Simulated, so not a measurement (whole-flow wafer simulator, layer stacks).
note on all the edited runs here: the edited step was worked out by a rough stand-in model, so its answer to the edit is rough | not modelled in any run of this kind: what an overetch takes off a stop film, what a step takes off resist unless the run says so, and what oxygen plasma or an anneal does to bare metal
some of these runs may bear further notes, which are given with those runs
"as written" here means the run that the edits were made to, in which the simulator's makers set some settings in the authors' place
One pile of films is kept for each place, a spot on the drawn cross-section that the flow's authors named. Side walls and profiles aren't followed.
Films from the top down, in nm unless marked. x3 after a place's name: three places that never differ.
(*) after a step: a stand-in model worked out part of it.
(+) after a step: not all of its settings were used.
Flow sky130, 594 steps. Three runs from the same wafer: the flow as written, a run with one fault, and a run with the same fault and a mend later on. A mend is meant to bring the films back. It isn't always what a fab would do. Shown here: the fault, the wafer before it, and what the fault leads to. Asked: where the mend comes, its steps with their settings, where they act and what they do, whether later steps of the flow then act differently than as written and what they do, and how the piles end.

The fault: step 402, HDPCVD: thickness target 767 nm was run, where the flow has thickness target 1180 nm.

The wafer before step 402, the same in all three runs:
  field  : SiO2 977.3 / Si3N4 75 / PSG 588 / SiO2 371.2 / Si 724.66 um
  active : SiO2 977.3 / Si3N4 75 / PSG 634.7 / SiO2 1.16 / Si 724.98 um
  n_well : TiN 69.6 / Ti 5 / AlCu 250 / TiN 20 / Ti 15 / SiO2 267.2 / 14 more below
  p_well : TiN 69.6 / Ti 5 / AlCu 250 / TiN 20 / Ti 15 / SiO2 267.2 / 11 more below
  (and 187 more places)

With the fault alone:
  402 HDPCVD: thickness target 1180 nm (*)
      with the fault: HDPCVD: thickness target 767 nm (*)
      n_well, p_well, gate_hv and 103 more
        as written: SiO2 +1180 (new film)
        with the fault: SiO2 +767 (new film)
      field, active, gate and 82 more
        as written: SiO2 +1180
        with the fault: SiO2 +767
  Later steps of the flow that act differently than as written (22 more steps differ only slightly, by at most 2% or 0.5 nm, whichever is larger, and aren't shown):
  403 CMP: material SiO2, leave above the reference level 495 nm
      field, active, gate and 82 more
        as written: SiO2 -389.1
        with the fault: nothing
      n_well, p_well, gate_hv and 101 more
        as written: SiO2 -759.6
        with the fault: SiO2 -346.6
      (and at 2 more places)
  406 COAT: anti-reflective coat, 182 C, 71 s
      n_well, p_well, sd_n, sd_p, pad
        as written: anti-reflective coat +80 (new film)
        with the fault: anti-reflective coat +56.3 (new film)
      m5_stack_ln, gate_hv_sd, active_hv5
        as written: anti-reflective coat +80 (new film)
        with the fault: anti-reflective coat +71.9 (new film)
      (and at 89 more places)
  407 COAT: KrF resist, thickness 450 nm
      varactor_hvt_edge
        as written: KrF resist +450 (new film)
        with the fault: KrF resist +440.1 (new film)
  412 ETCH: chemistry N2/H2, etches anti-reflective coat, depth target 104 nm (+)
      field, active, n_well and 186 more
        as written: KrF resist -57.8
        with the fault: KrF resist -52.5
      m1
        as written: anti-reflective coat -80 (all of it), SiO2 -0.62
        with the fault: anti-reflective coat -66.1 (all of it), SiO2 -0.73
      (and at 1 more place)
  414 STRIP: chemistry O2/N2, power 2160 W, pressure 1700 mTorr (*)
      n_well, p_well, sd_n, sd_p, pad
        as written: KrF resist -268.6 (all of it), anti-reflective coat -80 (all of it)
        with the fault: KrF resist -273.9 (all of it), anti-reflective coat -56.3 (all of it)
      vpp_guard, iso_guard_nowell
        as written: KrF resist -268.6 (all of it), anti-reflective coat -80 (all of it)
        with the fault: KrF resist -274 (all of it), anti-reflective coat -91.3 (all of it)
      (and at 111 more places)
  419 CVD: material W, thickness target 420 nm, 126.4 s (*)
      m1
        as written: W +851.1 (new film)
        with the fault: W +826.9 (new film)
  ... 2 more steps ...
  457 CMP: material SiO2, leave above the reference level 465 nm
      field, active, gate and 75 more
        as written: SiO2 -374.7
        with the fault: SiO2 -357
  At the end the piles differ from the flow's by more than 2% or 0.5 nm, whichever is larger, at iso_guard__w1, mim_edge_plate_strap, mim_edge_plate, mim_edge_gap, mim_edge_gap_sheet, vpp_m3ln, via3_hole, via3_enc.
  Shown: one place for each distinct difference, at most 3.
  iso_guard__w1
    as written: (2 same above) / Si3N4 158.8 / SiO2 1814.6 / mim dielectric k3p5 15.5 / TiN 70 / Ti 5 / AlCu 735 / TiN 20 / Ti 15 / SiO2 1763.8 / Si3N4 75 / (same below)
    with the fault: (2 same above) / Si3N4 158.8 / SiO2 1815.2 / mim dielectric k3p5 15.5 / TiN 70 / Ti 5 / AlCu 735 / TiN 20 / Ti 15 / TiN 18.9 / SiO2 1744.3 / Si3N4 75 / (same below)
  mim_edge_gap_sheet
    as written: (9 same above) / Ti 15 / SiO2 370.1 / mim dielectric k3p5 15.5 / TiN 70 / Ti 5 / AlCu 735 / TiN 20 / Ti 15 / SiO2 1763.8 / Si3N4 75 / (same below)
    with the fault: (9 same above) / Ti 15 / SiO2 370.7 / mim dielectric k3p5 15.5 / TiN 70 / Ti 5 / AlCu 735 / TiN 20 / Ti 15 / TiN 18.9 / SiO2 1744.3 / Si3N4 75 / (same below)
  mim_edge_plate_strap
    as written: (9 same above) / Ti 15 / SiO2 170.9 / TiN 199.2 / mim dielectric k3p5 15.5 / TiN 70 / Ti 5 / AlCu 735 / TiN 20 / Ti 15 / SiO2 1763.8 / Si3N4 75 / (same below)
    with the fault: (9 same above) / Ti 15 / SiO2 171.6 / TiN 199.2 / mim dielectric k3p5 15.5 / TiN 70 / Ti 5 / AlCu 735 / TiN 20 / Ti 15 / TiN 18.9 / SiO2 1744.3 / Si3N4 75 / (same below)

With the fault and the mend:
  The mend comes after step 402.
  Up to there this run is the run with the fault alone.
  402a HDPCVD: thickness target 413 nm (*) (the flow's step 402 once more, with other settings)
      field, active, n_well and 188 more
        SiO2 +413
  Later steps of the flow that act differently than as written (13 more steps differ only slightly, by at most 2% or 0.5 nm, whichever is larger, and aren't shown):
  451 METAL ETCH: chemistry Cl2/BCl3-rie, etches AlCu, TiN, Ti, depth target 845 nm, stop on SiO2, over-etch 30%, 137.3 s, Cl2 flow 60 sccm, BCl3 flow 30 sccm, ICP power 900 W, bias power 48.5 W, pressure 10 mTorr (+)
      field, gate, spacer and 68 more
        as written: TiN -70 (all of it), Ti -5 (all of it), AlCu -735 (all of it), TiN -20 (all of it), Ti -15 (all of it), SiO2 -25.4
        with the mend: TiN -70 (all of it), Ti -5 (all of it), AlCu -735 (all of it), TiN -20 (all of it), Ti -15 (all of it), SiO2 -26.8
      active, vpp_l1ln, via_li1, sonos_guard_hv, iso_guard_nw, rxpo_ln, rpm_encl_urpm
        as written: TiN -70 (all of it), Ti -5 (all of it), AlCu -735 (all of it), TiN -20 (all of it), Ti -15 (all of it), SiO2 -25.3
        with the mend: TiN -70 (all of it), Ti -5 (all of it), AlCu -735 (all of it), TiN -20 (all of it), Ti -15 (all of it), SiO2 -26.8
  At the end the piles differ from the flow's only slightly at the places that both follow, by at most 2% or 0.5 nm, whichever is larger.
